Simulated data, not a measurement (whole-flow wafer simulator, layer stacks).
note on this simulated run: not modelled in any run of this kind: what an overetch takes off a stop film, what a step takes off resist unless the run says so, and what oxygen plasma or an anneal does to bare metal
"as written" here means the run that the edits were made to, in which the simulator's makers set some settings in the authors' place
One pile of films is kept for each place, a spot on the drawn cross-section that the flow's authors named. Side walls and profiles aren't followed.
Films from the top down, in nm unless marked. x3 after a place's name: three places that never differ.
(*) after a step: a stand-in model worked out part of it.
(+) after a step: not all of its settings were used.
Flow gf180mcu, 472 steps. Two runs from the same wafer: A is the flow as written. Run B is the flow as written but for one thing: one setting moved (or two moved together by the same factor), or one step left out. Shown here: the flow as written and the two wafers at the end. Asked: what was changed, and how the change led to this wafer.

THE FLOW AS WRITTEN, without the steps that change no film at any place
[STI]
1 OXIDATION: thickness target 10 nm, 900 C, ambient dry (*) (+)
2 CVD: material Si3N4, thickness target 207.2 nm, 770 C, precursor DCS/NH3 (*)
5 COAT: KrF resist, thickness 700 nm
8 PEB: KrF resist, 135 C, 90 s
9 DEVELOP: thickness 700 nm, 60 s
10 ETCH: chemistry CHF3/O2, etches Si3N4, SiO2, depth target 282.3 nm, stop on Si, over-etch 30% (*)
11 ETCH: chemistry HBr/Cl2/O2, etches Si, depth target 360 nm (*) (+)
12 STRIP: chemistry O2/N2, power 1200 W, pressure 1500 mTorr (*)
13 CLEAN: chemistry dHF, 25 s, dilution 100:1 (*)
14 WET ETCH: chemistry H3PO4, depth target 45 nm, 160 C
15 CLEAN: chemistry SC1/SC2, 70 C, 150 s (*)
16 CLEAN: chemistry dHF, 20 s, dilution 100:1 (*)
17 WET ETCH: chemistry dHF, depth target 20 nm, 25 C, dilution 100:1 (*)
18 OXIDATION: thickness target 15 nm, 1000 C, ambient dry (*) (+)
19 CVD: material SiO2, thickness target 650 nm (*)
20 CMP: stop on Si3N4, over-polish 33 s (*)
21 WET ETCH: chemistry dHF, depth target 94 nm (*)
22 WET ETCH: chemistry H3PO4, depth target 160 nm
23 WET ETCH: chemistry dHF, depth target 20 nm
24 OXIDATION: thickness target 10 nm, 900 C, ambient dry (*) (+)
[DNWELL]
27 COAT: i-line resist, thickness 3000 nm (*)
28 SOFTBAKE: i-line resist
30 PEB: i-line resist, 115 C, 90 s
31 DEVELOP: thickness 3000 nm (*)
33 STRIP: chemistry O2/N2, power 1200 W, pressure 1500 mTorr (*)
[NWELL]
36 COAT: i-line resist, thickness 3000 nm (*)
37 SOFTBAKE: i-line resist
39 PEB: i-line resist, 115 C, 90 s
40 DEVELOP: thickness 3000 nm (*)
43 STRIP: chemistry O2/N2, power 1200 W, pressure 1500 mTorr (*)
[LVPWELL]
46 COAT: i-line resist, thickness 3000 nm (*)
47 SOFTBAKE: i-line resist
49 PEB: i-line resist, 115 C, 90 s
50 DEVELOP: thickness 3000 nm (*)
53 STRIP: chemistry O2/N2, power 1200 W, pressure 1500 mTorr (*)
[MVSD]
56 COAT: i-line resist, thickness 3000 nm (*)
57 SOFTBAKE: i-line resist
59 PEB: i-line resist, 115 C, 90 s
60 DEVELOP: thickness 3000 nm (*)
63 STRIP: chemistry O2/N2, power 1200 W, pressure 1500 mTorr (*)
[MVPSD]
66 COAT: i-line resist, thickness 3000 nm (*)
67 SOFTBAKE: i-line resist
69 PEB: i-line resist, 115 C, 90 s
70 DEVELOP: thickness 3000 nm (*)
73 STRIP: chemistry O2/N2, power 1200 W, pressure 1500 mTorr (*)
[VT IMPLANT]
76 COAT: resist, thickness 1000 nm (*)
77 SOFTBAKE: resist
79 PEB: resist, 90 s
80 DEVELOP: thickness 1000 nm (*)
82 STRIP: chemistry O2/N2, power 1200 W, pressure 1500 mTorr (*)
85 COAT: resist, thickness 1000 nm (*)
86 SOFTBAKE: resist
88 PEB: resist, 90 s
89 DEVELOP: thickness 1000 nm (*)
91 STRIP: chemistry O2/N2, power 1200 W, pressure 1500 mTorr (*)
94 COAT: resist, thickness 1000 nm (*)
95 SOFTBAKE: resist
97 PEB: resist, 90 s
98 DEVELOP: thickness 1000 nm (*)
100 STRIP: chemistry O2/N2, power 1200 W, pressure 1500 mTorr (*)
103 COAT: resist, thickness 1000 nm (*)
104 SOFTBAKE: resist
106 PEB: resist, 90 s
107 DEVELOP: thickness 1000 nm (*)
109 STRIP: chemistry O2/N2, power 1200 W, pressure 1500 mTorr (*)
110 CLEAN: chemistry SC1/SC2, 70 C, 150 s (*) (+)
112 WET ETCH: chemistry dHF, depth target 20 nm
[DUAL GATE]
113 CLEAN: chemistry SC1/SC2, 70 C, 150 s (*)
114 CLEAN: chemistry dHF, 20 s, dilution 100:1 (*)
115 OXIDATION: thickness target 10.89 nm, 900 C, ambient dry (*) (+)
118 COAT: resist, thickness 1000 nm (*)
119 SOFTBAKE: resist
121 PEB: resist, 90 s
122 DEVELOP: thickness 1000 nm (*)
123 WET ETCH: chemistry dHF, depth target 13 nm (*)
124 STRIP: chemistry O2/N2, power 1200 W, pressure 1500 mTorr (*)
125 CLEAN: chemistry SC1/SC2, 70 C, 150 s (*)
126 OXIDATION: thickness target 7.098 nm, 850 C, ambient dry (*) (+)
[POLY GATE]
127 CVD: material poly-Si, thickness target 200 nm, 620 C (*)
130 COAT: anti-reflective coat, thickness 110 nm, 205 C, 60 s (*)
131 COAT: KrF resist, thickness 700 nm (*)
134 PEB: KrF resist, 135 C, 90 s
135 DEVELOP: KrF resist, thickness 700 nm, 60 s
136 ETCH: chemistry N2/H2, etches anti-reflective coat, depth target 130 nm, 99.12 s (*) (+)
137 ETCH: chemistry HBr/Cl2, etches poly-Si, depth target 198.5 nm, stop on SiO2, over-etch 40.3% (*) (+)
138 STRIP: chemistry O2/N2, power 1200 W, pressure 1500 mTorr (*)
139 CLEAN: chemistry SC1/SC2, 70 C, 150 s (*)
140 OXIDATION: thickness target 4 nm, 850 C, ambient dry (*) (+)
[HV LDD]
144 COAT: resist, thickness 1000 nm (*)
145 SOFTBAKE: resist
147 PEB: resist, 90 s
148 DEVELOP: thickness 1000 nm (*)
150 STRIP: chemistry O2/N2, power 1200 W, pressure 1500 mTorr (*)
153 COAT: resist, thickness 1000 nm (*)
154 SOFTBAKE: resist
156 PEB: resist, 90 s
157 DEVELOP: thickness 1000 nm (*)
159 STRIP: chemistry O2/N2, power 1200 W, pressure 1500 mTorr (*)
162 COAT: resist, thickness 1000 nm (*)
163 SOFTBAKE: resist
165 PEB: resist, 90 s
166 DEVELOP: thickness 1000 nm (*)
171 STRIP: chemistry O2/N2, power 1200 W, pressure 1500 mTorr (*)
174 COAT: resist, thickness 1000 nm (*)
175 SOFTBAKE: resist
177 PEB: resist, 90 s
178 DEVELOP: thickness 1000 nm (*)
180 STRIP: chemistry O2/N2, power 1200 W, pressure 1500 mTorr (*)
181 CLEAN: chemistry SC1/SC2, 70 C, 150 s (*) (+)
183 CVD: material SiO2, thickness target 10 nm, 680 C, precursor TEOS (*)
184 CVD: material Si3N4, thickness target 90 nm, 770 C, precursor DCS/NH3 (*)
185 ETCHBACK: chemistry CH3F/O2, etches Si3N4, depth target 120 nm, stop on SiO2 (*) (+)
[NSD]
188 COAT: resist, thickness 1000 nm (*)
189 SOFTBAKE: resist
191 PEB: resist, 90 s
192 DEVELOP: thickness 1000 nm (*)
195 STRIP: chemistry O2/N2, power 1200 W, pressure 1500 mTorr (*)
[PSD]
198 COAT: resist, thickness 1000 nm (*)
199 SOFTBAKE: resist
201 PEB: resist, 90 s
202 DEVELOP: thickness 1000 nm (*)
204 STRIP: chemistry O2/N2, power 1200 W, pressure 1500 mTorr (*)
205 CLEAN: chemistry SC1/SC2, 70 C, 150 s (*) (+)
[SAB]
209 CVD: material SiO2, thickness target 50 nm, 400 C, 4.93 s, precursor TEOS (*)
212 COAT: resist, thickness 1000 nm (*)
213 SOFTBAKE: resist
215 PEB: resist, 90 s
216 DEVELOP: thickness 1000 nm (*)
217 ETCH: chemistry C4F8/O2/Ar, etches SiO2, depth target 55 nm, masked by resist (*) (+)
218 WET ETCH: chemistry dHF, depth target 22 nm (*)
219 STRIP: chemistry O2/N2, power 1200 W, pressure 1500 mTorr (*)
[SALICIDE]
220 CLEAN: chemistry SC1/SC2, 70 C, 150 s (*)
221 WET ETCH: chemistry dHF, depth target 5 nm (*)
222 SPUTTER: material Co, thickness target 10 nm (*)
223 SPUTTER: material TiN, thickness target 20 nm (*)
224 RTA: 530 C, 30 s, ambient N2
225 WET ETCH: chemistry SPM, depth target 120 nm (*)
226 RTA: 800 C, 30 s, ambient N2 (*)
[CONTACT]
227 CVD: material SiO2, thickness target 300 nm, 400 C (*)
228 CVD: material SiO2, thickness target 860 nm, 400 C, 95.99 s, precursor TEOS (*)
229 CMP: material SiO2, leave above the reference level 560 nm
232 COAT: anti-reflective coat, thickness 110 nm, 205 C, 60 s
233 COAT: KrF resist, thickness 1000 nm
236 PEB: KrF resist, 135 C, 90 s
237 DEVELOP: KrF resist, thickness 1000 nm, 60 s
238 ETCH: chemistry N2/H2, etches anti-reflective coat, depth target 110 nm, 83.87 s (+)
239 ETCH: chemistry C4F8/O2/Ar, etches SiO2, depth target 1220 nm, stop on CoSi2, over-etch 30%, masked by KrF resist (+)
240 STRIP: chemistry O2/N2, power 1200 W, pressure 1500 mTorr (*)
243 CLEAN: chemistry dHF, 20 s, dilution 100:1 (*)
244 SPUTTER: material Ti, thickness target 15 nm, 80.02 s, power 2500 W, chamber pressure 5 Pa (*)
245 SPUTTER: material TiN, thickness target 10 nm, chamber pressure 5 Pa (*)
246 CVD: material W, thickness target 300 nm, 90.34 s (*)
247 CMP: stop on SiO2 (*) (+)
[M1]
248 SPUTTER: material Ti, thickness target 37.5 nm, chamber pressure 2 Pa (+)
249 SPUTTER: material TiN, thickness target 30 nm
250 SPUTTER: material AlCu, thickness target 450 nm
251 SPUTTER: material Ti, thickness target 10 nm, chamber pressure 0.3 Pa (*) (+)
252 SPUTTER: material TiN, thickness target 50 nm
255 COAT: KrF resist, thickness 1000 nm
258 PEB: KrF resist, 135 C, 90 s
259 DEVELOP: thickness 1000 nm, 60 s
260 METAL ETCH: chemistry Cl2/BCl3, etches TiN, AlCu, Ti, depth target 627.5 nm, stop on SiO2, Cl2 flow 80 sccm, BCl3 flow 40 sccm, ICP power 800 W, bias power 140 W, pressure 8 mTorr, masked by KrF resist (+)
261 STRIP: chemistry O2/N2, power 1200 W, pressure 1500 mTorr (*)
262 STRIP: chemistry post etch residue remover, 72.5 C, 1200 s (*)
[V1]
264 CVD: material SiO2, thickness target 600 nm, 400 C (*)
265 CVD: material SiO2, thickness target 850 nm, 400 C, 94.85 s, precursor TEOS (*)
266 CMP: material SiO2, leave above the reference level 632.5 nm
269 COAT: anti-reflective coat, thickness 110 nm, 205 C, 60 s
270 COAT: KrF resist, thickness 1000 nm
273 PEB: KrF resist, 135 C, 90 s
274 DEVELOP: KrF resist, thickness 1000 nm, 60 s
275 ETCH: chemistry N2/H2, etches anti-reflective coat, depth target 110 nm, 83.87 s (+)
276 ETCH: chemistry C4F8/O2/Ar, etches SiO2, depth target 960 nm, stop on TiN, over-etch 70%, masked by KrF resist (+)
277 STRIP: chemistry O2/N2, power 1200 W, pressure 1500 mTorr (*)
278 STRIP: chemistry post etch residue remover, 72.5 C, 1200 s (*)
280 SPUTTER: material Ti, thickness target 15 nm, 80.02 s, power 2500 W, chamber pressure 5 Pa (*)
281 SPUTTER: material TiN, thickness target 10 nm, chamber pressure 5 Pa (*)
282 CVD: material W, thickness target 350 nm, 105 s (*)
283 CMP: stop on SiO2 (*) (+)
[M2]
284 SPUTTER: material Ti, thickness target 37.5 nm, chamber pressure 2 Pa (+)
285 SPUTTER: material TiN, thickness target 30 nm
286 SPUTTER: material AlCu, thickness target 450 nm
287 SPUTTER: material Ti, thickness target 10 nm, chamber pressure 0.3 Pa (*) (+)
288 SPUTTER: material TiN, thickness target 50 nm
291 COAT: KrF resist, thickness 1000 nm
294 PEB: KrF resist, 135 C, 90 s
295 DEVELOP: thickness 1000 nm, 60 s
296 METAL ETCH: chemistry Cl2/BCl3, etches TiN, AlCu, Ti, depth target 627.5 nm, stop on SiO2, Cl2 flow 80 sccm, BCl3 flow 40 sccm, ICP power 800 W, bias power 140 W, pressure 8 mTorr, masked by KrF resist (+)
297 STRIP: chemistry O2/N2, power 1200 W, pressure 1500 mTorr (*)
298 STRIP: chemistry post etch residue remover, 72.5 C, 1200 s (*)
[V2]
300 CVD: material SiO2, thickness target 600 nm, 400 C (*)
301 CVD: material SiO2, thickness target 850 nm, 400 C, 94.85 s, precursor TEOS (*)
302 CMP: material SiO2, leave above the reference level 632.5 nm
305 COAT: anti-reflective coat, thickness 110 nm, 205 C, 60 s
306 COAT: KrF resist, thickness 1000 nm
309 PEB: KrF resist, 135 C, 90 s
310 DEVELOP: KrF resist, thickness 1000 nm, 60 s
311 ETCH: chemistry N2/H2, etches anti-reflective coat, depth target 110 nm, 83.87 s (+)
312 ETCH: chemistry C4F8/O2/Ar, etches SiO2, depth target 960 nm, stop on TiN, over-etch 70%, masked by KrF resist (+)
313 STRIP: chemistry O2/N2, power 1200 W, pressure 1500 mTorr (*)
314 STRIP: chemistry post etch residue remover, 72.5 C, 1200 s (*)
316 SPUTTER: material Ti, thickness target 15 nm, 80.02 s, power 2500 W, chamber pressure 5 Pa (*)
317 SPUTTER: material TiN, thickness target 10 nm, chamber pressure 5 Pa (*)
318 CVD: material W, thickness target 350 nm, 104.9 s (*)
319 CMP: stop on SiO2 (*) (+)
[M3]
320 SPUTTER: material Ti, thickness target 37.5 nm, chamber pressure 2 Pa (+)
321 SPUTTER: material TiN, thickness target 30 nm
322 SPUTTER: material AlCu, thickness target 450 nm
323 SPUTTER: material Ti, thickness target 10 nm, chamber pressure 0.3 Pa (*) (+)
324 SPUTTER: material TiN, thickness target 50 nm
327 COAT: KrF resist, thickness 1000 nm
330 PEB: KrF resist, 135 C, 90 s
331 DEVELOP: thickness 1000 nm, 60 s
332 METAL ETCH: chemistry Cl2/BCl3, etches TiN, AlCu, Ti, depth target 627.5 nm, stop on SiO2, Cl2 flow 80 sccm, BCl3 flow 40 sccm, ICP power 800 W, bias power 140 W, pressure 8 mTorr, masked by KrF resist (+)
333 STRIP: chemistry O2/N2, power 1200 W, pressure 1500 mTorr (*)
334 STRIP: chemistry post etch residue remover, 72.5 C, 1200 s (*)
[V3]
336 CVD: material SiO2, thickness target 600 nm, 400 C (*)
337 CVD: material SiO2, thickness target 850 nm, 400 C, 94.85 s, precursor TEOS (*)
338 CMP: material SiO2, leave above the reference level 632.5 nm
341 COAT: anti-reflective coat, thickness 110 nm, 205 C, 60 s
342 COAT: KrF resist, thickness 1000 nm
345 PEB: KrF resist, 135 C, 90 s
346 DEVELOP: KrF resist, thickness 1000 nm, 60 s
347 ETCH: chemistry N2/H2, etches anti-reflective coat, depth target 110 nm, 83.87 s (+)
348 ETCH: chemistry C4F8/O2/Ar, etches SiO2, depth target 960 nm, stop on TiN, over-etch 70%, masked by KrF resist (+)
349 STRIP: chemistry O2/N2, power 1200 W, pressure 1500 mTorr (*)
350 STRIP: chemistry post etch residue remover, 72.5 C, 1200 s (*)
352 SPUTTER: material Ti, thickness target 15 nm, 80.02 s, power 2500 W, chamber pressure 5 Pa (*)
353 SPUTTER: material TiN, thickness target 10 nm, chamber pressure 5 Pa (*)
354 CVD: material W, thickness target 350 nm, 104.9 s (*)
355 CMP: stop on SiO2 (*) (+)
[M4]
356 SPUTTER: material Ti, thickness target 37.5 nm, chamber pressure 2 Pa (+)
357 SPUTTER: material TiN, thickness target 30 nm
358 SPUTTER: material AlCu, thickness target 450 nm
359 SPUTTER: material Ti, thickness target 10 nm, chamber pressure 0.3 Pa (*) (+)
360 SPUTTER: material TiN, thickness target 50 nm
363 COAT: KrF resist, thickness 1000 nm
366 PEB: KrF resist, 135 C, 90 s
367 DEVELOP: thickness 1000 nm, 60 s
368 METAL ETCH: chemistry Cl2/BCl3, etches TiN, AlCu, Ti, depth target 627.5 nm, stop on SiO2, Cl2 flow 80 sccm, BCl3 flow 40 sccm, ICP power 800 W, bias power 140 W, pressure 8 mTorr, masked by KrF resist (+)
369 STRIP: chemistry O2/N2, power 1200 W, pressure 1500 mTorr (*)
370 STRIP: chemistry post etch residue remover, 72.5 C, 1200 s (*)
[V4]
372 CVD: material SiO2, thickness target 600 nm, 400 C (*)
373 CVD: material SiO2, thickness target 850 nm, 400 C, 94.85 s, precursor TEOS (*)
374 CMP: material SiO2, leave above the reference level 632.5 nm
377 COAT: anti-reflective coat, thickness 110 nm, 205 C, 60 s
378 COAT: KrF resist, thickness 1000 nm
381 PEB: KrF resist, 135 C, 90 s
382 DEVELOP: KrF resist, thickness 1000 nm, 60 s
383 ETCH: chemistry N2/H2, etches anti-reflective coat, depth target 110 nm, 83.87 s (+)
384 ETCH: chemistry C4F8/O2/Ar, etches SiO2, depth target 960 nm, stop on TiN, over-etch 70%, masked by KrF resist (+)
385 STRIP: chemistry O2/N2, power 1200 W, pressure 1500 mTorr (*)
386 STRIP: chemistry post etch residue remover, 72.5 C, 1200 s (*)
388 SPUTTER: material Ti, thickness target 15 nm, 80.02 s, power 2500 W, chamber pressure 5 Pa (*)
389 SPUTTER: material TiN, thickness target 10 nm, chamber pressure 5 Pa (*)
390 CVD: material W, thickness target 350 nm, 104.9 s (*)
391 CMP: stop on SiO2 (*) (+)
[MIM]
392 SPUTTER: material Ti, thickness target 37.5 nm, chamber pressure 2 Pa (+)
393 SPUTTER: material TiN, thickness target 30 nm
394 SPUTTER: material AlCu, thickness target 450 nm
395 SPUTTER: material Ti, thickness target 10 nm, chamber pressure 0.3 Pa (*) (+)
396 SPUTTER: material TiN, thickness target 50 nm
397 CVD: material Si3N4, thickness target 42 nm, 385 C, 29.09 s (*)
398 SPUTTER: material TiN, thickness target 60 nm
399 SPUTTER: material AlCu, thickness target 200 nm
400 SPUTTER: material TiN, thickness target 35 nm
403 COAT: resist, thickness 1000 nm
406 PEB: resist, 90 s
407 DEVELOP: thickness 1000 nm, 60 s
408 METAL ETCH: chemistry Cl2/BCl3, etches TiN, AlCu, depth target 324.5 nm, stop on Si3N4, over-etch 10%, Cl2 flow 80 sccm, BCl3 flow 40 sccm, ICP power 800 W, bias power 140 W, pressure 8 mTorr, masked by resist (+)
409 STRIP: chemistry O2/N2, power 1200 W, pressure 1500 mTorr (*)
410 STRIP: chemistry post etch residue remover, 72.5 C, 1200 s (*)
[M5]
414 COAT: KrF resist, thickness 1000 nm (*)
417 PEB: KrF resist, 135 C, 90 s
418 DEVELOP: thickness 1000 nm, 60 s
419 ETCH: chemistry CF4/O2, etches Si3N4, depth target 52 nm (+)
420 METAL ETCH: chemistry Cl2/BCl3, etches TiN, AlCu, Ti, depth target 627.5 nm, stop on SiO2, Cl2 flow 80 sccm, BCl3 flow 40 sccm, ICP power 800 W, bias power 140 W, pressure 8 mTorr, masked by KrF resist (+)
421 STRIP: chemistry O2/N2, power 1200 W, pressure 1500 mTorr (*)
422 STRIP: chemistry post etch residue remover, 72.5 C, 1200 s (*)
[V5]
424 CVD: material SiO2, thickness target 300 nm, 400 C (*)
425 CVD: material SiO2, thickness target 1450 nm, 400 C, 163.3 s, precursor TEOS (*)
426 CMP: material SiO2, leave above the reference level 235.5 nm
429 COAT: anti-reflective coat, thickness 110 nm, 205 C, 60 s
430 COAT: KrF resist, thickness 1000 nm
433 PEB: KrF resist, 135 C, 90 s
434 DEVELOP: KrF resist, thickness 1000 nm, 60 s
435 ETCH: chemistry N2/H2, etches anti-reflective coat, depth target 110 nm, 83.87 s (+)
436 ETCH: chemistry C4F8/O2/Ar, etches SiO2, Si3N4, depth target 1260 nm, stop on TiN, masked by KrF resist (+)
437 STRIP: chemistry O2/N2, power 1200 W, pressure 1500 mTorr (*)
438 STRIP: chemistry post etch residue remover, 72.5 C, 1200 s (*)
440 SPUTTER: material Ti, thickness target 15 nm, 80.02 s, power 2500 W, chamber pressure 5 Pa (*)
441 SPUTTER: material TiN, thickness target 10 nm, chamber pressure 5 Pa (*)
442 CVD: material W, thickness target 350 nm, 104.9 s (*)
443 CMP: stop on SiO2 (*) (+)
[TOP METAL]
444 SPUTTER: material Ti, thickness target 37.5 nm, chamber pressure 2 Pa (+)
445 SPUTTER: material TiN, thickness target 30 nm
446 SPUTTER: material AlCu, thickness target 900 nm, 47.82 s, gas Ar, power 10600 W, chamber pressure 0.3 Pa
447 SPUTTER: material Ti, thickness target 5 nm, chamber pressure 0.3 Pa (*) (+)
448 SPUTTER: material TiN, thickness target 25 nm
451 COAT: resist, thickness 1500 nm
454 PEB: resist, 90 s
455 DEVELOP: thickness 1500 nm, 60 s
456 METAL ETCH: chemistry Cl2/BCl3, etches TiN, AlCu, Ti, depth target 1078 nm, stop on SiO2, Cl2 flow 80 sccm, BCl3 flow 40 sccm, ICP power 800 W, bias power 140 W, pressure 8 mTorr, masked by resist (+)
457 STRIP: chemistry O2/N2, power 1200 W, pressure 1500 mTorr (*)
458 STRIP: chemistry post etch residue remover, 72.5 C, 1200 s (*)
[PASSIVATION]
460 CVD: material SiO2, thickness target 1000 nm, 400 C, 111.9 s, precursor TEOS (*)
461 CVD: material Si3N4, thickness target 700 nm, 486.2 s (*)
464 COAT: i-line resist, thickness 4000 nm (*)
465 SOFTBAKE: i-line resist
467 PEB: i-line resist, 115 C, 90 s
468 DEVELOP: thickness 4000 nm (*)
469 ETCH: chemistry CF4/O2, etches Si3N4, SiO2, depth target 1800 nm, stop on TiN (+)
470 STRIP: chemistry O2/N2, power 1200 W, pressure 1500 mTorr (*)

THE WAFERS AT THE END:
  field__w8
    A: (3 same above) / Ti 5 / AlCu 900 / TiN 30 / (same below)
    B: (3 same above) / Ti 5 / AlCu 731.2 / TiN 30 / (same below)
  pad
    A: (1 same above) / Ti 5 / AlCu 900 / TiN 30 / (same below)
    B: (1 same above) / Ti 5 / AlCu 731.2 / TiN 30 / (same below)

The cause: step 446, SPUTTER: thickness target 731.2 nm was run, where the flow has thickness target 900 nm.
It can be read off the wafer: field__w8 has AlCu 731.2, and step 446 as written asks for 900 nm.

How the change led to this, step by step:
  446 SPUTTER: material AlCu, thickness target 900 nm, 47.82 s, gas Ar, power 10600 W, chamber pressure 0.3 Pa
      field, field__w1, field__w2 and 109 more: A AlCu +900 (new film) | B AlCu +731.2 (new film)
  456 METAL ETCH: chemistry Cl2/BCl3, etches TiN, AlCu, Ti, depth target 1078 nm, stop on SiO2, Cl2 flow 80 sccm, BCl3 flow 40 sccm, ICP power 800 W, bias power 140 W, pressure 8 mTorr, masked by resist (+)
      field, field__w1, field__w2 and 103 more: A TiN -25 (all of it), Ti -5 (all of it), AlCu -900 (all of it), TiN -30 (all of it), Ti -37.5 (all of it) | B TiN -25 (all of it), Ti -5 (all of it), AlCu -731.2 (all of it), TiN -30 (all of it), Ti -37.5 (all of it)
  464 COAT: i-line resist, thickness 4000 nm (*)
      field__w8: A i-line resist +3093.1 (new film) | B i-line resist +3242.6 (new film)
      contact: A i-line resist +3153.6 (new film) | B i-line resist +3287.3 (new film)
      (and at 4 more places)
  465 SOFTBAKE: i-line resist
      field__w5, field__w9: A i-line resist +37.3 | B i-line resist +28.8
      field__w11, field__w13: A i-line resist +37.9 | B i-line resist +29
      (and at 65 more places)
  467 PEB: i-line resist, 115 C, 90 s
      field__w8, m1__w1: A i-line resist -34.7 | B i-line resist -37.4
      contact, m1: A i-line resist -35.1 | B i-line resist -37.7
      (and at 2 more places)
  468 DEVELOP: thickness 4000 nm (*)
      pad: A i-line resist -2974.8 (all of it) | B i-line resist -3139.6 (all of it)
  470 STRIP: chemistry O2/N2, power 1200 W, pressure 1500 mTorr (*)
      field__w8, m1__w1: A i-line resist -1787.7 (all of it) | B i-line resist -1950.4 (all of it)
      contact: A i-line resist -1811.2 (all of it) | B i-line resist -1968 (all of it)
      (and at 2 more places)
